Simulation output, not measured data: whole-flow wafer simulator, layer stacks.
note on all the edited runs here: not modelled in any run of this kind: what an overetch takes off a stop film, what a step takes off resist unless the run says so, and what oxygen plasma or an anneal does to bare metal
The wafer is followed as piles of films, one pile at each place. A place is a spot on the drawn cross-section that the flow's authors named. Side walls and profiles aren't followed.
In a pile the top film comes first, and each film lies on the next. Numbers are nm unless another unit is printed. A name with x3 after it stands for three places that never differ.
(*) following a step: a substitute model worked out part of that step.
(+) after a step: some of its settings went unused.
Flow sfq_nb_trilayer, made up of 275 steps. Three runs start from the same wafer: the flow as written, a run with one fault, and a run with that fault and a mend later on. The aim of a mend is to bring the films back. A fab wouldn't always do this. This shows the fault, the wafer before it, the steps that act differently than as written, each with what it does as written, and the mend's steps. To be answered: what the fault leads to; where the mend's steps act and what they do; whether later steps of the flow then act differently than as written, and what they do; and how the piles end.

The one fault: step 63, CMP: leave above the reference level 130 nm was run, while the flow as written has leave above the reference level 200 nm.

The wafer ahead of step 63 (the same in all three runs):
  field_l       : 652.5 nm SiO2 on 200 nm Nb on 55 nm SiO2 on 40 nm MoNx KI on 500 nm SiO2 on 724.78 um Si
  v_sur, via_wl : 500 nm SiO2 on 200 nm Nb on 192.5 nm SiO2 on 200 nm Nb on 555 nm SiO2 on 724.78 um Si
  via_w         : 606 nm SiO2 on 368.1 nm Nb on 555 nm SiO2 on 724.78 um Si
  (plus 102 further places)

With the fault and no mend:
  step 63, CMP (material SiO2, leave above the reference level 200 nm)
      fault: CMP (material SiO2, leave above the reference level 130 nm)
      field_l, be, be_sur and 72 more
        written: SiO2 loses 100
        fault: SiO2 loses 170
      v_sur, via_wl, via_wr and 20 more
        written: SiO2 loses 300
        fault: SiO2 loses 370
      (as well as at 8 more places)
  Later steps of the flow acting differently than as written (3 more steps, not shown, differ only slightly: by at most 2% or 0.5 nm, whichever is larger):
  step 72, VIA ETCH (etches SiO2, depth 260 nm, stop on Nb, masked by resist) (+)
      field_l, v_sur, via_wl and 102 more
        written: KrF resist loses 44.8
        fault: KrF resist loses 33.6
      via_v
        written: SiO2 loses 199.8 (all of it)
        fault: SiO2 loses 129.8 (all of it)
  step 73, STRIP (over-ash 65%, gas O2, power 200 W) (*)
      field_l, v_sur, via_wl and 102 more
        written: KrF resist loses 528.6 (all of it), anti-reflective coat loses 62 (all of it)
        fault: KrF resist loses 539.9 (all of it), anti-reflective coat loses 62 (all of it)
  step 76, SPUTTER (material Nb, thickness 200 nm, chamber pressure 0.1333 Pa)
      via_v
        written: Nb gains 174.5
        fault: Nb gains 188.6
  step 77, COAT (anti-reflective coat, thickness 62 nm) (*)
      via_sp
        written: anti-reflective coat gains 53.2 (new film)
        fault: anti-reflective coat gains 54.6 (new film)
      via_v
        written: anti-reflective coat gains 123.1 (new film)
        fault: anti-reflective coat gains 107.4 (new film)
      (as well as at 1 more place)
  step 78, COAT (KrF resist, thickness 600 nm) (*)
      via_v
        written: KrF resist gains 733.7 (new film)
        fault: KrF resist gains 676.6 (new film)
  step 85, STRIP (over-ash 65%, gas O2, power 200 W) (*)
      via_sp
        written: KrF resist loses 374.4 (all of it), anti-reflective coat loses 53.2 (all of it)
        fault: KrF resist loses 379.1 (all of it), anti-reflective coat loses 54.6 (all of it)
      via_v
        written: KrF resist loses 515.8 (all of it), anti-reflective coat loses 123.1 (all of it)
        fault: KrF resist loses 458.8 (all of it), anti-reflective coat loses 107.4 (all of it)
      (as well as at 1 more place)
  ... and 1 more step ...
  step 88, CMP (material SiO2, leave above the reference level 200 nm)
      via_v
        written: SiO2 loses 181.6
        fault: SiO2 loses 159.7
  At field_l, v_sur, via_wl and 103 more, the piles at the end differ from the flow's by more than 2% or 0.5 nm, whichever is larger.
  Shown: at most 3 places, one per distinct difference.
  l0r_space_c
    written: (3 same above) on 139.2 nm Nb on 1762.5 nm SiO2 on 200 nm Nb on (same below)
    fault: (3 same above) on 139.2 nm Nb on 1692.5 nm SiO2 on 200 nm Nb on (same below)
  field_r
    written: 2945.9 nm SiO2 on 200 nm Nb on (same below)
    fault: 2875.9 nm SiO2 on 200 nm Nb on (same below)
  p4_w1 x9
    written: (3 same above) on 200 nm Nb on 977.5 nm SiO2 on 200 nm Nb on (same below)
    fault: (3 same above) on 200 nm Nb on 907.5 nm SiO2 on 200 nm Nb on (same below)

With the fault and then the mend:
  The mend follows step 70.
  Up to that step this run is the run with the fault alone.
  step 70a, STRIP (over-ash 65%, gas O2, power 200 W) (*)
      field_l, v_sur, via_wl and 102 more
        KrF resist loses 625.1 (all of it), anti-reflective coat loses 62 (all of it)
      via_v
        anti-reflective coat loses 62 (all of it)
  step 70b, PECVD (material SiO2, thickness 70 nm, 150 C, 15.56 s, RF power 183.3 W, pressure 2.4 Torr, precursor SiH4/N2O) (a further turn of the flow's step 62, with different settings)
      field_l, v_sur, via_wl and 103 more
        SiO2 gains 70
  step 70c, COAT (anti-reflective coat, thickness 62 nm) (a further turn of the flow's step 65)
      field_l, v_sur, via_wl and 103 more
        anti-reflective coat gains 62 (new film)
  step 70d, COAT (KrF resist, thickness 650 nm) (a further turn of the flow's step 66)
      field_l, v_sur, via_wl and 103 more
        KrF resist gains 650 (new film)
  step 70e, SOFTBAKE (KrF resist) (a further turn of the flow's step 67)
      does not change any film at any place that is followed
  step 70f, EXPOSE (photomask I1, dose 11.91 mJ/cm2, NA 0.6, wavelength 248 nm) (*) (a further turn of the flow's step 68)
      does not change any film at any place that is followed
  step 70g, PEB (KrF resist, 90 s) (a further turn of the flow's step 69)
      field_l, v_sur, via_wl and 103 more
        KrF resist loses 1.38
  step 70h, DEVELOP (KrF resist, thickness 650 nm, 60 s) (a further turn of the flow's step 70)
      field_l, v_sur, via_wl and 102 more
        KrF resist loses 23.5
      via_v
        KrF resist loses 648.6 (all of it)
  Every later step of the flow that is run acts as written, at every place that is followed, to within 2% or 0.5 nm, whichever is larger.
  At every place that both follow, the piles at the end match the flow's.
